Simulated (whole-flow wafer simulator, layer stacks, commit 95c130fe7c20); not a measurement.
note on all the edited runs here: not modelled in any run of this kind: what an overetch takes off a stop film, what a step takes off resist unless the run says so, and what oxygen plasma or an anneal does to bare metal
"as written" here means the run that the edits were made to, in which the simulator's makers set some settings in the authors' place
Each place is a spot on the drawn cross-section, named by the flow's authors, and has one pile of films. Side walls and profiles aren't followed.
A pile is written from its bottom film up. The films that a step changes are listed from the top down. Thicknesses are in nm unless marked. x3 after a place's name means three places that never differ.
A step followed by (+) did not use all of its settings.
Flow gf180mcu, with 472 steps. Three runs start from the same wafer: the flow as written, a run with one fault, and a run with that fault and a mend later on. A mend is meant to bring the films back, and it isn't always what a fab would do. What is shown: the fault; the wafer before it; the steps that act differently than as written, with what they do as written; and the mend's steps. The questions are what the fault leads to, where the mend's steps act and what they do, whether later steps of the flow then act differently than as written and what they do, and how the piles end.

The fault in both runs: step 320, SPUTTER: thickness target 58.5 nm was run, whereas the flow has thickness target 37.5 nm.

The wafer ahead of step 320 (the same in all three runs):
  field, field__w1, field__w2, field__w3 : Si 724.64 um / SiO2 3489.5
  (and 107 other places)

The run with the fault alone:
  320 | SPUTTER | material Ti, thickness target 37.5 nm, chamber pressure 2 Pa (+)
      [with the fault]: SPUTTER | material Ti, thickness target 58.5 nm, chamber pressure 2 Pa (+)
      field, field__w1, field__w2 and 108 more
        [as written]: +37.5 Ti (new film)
        [with the fault]: +58.5 Ti (new film)
  Later steps of the flow acting differently than as written:
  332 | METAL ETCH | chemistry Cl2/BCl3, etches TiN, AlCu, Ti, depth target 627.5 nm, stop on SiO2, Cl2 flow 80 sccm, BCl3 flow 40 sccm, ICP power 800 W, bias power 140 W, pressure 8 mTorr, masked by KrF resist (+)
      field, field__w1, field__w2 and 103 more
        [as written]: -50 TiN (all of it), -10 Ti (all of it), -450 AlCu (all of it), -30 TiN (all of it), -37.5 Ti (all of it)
        [with the fault]: -50 TiN (all of it), -10 Ti (all of it), -450 AlCu (all of it), -30 TiN (all of it), -58.5 Ti (all of it)
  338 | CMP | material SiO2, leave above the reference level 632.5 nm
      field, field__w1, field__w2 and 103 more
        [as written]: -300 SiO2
        [with the fault]: -279 SiO2
  At field__w8, contact, m1, m1__w1, m1_nw, the piles at the end differ from the flow's by more than 2% or 0.5 nm, whichever is larger.
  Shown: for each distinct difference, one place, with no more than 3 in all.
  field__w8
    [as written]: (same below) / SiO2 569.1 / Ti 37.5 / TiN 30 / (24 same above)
    [with the fault]: (same below) / SiO2 569.1 / Ti 58.5 / TiN 30 / (24 same above)
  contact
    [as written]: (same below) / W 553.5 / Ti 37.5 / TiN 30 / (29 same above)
    [with the fault]: (same below) / W 553.5 / Ti 58.5 / TiN 30 / (29 same above)

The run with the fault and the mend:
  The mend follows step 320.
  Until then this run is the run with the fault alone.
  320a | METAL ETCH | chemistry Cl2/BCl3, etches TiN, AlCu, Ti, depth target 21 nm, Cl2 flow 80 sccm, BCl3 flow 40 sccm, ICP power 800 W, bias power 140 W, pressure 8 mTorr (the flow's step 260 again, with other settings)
      field, field__w1, field__w2 and 108 more
        -21 Ti
  None of the later steps of the flow acts differently than as written at any place that is followed.
  By the end, the piles equal the flow's at every place that both follow.
